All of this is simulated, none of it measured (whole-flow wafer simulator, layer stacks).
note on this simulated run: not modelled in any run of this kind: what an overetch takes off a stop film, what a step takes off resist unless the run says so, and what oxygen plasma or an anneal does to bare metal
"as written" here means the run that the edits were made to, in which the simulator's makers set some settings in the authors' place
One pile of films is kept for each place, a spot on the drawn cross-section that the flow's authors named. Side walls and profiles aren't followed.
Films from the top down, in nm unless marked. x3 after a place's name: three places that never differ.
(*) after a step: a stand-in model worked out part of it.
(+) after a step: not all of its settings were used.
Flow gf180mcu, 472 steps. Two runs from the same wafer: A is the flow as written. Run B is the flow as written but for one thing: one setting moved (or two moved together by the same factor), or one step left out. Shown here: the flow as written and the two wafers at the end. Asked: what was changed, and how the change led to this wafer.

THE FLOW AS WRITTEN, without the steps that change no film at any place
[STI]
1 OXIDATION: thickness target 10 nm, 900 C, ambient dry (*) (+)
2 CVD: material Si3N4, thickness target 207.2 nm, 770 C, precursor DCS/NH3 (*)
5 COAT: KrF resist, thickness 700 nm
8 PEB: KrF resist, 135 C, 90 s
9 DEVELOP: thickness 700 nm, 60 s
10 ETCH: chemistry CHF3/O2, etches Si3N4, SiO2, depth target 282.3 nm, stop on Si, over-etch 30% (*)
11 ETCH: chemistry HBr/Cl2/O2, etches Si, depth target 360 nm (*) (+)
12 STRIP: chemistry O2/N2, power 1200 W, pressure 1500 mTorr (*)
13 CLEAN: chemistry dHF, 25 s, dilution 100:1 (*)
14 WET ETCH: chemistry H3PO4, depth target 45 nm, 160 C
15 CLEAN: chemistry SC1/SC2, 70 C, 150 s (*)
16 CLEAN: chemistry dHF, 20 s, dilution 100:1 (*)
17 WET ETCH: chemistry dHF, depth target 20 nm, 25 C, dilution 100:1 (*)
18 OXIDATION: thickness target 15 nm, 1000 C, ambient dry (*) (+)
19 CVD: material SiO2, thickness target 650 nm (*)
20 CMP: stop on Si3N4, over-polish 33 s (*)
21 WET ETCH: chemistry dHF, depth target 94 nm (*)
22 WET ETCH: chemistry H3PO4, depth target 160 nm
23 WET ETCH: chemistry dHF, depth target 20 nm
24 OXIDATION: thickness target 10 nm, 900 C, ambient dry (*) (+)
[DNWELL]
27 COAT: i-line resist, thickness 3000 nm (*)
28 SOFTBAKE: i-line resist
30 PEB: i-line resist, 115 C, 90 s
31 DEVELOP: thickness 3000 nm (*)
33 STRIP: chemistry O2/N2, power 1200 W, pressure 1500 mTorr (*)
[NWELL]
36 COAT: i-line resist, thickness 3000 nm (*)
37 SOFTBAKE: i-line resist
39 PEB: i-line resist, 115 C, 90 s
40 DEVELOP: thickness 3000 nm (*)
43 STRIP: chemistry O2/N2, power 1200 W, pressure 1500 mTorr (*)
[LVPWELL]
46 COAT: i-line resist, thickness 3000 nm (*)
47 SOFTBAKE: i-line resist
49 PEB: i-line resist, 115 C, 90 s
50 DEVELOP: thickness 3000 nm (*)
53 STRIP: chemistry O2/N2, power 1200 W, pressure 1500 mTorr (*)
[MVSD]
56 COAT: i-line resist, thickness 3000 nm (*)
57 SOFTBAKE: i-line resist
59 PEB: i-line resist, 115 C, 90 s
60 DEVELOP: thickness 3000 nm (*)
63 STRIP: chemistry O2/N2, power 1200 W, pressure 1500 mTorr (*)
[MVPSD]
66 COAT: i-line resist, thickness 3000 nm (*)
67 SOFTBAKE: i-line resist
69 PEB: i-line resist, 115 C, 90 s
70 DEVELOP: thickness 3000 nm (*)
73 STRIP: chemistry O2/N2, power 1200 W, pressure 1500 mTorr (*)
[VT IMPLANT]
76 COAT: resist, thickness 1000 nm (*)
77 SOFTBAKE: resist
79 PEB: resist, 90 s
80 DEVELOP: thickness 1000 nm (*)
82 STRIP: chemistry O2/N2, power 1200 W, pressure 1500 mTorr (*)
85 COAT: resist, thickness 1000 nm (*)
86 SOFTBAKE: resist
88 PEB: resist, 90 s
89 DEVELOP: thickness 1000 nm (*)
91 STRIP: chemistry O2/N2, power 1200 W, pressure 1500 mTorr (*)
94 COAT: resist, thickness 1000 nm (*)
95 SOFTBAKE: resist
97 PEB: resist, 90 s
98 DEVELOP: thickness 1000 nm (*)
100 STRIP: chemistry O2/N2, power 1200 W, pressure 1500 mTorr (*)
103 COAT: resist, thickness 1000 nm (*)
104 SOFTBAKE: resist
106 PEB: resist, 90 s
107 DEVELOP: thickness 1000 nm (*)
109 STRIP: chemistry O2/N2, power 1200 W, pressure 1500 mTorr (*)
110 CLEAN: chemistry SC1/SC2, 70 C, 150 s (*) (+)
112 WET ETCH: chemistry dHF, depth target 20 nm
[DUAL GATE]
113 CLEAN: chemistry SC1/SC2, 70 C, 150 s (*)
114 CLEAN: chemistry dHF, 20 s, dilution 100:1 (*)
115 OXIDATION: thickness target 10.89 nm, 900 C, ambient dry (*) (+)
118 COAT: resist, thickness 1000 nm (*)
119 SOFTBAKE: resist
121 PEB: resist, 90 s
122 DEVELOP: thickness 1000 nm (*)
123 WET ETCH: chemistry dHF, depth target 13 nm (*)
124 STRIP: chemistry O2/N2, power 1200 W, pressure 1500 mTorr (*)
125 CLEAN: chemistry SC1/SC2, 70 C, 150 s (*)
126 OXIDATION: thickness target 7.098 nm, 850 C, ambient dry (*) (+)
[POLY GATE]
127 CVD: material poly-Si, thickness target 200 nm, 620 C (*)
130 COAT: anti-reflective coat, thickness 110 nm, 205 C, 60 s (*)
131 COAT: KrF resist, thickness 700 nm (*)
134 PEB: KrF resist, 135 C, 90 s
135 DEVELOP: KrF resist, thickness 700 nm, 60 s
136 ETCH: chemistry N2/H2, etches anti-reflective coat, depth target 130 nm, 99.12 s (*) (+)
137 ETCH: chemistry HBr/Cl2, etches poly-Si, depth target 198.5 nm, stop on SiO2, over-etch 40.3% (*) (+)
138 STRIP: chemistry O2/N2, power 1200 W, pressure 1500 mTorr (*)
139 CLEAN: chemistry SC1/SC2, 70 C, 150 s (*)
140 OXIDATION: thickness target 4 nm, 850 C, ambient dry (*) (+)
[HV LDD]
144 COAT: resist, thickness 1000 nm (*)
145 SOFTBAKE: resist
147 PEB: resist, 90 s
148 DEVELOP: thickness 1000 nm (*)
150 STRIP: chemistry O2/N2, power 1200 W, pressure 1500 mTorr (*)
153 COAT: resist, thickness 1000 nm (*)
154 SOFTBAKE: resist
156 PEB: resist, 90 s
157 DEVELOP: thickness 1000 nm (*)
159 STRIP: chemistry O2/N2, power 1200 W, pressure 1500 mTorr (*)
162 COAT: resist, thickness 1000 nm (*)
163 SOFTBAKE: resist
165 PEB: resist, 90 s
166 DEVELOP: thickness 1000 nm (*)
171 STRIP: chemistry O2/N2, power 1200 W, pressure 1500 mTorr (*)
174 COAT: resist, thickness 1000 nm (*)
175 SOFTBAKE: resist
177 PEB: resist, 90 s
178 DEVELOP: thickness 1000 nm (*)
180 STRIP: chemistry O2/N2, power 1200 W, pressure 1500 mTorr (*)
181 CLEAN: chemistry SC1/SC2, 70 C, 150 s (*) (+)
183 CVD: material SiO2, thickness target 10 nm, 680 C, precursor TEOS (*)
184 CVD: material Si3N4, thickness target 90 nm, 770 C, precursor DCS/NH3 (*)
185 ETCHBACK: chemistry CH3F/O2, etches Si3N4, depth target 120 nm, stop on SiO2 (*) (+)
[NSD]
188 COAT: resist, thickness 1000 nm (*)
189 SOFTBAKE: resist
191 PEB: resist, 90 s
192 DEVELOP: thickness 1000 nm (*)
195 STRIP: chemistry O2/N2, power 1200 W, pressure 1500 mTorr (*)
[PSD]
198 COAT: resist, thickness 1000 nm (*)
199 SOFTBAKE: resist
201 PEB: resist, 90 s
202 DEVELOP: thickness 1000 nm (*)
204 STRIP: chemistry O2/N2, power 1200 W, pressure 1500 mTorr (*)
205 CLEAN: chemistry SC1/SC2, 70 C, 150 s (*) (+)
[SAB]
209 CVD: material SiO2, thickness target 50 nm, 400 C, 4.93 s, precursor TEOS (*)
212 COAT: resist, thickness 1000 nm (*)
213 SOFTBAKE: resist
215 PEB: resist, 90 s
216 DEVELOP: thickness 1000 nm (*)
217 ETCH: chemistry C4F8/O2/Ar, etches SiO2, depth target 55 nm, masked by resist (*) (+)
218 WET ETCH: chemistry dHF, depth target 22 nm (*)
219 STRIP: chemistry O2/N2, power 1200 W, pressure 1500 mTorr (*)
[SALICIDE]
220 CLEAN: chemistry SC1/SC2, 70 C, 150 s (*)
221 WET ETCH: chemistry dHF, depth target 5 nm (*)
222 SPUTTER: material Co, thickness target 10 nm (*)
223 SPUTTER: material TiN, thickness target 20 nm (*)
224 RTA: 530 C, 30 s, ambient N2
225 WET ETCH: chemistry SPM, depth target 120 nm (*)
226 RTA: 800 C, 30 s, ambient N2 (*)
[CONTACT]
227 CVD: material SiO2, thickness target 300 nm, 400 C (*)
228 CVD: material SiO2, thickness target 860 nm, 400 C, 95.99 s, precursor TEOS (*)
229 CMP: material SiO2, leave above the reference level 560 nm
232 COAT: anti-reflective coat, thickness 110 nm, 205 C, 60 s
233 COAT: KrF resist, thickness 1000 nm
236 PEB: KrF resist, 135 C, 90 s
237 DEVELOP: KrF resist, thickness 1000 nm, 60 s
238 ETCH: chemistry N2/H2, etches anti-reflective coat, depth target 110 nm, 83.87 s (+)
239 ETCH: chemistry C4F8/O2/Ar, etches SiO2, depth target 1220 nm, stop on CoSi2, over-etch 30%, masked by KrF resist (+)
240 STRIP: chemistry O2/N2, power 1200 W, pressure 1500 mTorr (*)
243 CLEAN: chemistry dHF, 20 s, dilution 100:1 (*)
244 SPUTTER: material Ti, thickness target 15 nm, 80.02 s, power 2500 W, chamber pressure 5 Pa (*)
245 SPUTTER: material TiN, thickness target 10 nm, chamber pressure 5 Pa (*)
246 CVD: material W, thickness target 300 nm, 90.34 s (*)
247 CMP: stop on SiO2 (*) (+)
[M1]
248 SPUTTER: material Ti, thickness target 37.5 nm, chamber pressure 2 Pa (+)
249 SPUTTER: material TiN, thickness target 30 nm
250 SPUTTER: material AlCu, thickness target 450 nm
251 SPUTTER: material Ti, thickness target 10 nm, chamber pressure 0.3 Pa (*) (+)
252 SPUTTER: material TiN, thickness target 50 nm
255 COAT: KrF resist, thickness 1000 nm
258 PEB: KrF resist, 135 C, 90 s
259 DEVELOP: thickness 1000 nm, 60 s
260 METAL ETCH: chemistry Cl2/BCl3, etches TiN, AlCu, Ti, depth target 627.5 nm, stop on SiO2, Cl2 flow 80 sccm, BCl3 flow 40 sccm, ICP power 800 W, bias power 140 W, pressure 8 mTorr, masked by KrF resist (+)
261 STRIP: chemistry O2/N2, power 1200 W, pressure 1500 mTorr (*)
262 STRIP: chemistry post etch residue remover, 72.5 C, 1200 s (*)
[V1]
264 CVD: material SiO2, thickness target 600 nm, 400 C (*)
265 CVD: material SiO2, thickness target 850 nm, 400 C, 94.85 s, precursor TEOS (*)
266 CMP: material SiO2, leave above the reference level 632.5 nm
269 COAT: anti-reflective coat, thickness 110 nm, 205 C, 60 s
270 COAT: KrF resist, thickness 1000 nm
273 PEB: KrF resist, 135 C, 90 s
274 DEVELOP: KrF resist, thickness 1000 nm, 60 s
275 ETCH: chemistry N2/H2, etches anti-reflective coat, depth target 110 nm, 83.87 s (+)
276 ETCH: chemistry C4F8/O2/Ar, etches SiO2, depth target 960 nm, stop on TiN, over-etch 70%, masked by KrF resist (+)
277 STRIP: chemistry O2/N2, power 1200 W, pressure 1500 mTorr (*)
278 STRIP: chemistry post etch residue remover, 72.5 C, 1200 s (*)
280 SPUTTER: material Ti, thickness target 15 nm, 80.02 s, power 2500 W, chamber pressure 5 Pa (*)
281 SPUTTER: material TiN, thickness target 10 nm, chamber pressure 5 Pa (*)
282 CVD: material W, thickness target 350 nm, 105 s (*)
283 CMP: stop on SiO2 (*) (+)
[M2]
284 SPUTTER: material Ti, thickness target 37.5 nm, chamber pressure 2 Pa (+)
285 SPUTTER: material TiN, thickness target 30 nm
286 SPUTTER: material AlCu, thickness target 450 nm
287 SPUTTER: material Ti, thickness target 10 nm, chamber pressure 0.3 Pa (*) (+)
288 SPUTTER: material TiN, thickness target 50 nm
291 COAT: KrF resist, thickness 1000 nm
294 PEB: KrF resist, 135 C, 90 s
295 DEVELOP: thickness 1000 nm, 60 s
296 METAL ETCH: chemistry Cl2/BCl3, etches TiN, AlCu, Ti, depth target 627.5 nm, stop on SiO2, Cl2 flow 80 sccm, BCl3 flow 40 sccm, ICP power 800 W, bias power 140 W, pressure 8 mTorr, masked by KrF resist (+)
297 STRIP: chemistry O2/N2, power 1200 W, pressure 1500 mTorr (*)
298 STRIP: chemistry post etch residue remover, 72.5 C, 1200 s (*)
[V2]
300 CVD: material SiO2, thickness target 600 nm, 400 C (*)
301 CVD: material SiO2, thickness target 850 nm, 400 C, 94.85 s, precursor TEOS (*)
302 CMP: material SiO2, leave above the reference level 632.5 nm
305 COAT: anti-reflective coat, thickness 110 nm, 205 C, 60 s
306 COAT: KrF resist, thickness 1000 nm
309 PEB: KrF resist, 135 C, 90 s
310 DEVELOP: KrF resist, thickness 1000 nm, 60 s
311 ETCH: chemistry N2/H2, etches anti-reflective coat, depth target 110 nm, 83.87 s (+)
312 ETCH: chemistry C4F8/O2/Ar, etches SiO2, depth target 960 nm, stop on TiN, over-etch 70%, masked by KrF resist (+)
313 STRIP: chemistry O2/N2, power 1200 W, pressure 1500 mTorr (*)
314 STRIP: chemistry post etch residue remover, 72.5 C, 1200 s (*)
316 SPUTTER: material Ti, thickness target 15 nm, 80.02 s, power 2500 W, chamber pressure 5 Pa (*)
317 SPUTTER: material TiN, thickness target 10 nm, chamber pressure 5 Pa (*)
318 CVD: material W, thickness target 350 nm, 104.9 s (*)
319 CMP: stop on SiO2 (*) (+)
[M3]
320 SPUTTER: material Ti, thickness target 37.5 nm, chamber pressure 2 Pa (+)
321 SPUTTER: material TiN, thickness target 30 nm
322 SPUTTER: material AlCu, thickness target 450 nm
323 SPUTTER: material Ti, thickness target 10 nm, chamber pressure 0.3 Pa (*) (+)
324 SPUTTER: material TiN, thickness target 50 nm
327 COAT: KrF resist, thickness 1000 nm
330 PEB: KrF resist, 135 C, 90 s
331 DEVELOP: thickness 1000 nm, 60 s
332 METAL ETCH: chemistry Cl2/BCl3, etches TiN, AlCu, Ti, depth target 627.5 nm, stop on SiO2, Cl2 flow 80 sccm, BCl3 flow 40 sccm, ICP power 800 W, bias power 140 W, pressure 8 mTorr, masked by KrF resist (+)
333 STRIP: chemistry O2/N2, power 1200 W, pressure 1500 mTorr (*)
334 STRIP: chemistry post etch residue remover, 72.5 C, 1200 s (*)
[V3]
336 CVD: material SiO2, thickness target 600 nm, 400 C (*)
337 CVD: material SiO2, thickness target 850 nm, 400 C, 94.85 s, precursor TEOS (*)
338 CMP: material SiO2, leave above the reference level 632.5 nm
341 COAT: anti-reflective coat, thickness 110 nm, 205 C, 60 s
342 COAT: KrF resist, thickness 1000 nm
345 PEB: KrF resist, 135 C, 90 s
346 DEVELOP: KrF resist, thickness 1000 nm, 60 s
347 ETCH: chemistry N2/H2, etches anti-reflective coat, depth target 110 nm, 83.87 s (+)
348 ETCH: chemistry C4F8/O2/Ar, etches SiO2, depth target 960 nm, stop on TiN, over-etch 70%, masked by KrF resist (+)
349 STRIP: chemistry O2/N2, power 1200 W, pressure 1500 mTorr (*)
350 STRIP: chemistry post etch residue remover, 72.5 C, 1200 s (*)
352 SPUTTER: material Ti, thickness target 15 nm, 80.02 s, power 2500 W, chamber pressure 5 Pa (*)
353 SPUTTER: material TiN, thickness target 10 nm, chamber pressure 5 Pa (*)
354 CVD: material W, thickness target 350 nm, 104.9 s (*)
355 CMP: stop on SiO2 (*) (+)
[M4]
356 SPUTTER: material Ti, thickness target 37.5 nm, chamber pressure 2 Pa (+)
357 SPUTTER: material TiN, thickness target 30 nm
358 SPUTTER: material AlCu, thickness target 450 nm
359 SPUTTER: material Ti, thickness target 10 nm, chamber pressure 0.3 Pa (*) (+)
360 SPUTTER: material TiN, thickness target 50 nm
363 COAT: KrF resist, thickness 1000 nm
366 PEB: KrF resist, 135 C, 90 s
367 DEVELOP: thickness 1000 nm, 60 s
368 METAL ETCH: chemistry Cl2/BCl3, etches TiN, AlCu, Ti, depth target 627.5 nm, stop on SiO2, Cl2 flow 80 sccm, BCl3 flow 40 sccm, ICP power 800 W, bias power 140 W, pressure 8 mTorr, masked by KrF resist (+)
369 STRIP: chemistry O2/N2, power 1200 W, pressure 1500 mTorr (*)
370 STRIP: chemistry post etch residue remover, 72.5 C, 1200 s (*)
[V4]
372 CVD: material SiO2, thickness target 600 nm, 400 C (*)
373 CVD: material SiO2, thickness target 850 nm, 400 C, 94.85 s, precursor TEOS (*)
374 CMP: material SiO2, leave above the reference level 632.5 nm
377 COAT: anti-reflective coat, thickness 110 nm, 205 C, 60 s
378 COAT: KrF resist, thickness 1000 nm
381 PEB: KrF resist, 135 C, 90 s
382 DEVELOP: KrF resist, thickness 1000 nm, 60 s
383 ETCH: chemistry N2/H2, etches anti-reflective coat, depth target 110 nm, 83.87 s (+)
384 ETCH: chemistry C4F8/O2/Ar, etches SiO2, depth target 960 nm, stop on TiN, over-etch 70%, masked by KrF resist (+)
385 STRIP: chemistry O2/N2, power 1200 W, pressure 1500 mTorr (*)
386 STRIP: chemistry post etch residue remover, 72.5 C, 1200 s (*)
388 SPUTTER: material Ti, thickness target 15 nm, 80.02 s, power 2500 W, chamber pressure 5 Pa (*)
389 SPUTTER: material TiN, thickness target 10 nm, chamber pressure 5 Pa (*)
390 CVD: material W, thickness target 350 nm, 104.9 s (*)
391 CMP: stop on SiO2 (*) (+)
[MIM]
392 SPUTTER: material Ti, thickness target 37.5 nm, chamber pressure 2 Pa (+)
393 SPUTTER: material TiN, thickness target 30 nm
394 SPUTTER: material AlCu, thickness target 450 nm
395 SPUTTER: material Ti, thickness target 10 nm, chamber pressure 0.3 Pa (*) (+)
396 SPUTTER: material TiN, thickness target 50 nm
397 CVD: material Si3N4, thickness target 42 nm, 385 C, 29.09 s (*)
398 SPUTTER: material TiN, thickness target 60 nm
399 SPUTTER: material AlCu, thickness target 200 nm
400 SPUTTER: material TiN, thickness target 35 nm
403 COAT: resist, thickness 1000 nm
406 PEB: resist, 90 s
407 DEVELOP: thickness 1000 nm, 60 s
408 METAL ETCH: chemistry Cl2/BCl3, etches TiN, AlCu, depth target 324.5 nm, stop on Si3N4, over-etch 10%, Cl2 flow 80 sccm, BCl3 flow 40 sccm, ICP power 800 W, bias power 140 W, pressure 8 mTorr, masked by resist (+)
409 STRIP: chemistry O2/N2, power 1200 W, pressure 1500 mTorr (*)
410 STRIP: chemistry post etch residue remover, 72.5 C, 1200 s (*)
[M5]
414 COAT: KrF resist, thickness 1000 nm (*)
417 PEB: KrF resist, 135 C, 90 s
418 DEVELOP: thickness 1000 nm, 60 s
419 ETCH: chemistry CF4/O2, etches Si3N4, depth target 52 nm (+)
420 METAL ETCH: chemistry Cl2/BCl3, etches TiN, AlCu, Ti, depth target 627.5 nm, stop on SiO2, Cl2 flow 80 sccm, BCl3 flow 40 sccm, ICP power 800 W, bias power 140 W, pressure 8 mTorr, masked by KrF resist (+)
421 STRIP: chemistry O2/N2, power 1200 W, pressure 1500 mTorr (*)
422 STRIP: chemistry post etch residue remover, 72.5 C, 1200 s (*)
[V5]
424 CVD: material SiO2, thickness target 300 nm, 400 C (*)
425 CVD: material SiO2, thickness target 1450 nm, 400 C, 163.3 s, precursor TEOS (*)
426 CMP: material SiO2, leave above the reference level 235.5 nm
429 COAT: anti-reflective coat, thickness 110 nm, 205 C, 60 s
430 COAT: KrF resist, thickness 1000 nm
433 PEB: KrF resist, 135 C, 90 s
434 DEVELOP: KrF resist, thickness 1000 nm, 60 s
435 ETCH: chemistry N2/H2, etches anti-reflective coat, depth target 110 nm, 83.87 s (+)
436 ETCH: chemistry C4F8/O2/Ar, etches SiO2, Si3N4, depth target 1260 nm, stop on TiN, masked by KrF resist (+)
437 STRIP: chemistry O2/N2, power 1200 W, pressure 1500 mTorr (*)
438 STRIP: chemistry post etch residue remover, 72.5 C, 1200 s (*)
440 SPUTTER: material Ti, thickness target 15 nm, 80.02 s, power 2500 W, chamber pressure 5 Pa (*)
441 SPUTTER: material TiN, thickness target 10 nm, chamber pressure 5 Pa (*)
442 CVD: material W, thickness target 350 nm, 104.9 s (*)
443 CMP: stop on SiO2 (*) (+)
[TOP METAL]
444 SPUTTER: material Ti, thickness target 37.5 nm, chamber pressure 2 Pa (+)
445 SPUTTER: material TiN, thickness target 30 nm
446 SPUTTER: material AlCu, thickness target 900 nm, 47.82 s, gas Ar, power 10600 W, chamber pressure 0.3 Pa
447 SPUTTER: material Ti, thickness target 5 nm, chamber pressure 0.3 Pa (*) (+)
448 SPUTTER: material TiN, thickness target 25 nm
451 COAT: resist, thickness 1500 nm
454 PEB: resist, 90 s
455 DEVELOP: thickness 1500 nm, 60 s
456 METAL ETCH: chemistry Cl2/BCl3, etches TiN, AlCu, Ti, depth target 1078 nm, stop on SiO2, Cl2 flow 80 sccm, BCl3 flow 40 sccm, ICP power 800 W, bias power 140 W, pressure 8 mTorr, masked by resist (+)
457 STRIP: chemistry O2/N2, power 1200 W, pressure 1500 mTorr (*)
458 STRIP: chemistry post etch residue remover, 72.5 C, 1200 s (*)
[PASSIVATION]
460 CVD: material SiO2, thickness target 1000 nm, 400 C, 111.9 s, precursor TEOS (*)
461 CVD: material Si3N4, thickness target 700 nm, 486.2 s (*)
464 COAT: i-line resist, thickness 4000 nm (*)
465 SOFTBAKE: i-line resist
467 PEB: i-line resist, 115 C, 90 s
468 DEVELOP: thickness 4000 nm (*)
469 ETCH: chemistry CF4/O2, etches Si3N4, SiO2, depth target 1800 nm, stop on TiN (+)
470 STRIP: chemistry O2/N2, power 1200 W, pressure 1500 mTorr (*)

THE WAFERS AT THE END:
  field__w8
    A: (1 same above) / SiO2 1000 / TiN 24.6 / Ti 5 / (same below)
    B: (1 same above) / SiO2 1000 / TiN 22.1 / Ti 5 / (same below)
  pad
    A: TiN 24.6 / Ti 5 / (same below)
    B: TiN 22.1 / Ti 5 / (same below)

The cause: step 448, SPUTTER: thickness target 22.5 nm was run, where the flow has thickness target 25 nm.

How the change led to this, step by step:
  448 SPUTTER: material TiN, thickness target 25 nm
      field, field__w1, field__w2 and 109 more: A TiN +25 (new film) | B TiN +22.5 (new film)
  456 METAL ETCH: chemistry Cl2/BCl3, etches TiN, AlCu, Ti, depth target 1078 nm, stop on SiO2, Cl2 flow 80 sccm, BCl3 flow 40 sccm, ICP power 800 W, bias power 140 W, pressure 8 mTorr, masked by resist (+)
      field, field__w1, field__w2 and 103 more: A TiN -25 (all of it), Ti -5 (all of it), AlCu -900 (all of it), TiN -30 (all of it), Ti -37.5 (all of it) | B TiN -22.5 (all of it), Ti -5 (all of it), AlCu -900 (all of it), TiN -30 (all of it), Ti -37.5 (all of it)
